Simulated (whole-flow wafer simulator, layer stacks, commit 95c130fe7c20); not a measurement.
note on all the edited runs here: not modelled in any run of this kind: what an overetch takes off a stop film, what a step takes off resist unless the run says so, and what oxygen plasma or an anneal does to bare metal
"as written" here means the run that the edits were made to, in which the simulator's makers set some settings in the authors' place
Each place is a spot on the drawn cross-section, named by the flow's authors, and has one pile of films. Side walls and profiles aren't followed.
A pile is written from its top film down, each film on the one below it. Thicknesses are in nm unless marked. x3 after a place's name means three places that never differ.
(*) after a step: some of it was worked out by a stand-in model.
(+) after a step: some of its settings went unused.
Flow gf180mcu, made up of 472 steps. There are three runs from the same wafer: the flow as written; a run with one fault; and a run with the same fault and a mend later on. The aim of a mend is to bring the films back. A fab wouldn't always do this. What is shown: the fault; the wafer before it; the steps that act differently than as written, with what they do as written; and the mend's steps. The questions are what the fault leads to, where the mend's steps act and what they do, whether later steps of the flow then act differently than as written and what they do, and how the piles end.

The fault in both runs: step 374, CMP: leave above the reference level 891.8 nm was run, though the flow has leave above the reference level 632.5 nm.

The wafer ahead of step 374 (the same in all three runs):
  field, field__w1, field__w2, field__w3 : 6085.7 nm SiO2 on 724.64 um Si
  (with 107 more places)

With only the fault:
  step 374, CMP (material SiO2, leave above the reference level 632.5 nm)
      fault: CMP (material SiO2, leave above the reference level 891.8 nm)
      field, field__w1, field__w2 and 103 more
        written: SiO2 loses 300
        fault: SiO2 loses 40.7
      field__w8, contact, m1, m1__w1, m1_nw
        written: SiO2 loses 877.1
        fault: SiO2 loses 617.8
  Later steps of the flow acting differently than as written:
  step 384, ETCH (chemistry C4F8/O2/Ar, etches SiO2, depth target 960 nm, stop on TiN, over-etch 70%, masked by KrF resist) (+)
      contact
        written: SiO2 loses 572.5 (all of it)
        fault: SiO2 loses 831.8 (all of it)
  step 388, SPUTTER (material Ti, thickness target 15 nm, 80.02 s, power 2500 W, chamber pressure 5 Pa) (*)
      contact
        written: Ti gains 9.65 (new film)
        fault: Ti gains 8.31 (new film)
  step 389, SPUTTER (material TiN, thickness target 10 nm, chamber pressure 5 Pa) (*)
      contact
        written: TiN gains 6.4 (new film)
        fault: TiN gains 5.5 (new film)
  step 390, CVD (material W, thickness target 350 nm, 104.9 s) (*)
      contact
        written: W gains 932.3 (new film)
        fault: W gains 1193.8 (new film)
  By the end, the piles at field, field__w1, field__w2 and 109 more depart from the flow's by more than 2% or 0.5 nm, whichever is larger.
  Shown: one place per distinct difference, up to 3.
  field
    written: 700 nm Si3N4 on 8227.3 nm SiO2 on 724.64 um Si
    fault: 700 nm Si3N4 on 8486.6 nm SiO2 on 724.64 um Si
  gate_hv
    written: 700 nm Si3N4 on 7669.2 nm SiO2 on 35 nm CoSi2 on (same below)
    fault: 700 nm Si3N4 on 7928.5 nm SiO2 on 35 nm CoSi2 on (same below)
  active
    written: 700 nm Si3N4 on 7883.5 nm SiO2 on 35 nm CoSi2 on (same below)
    fault: 700 nm Si3N4 on 8142.8 nm SiO2 on 35 nm CoSi2 on (same below)

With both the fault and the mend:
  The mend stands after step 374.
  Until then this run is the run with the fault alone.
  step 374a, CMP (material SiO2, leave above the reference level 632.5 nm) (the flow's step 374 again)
      field, field__w1, field__w2 and 108 more
        SiO2 loses 259.3
  Later steps of the flow that are run all act as written at every place that is followed.
  By the end, the piles equal the flow's at every place that both follow.
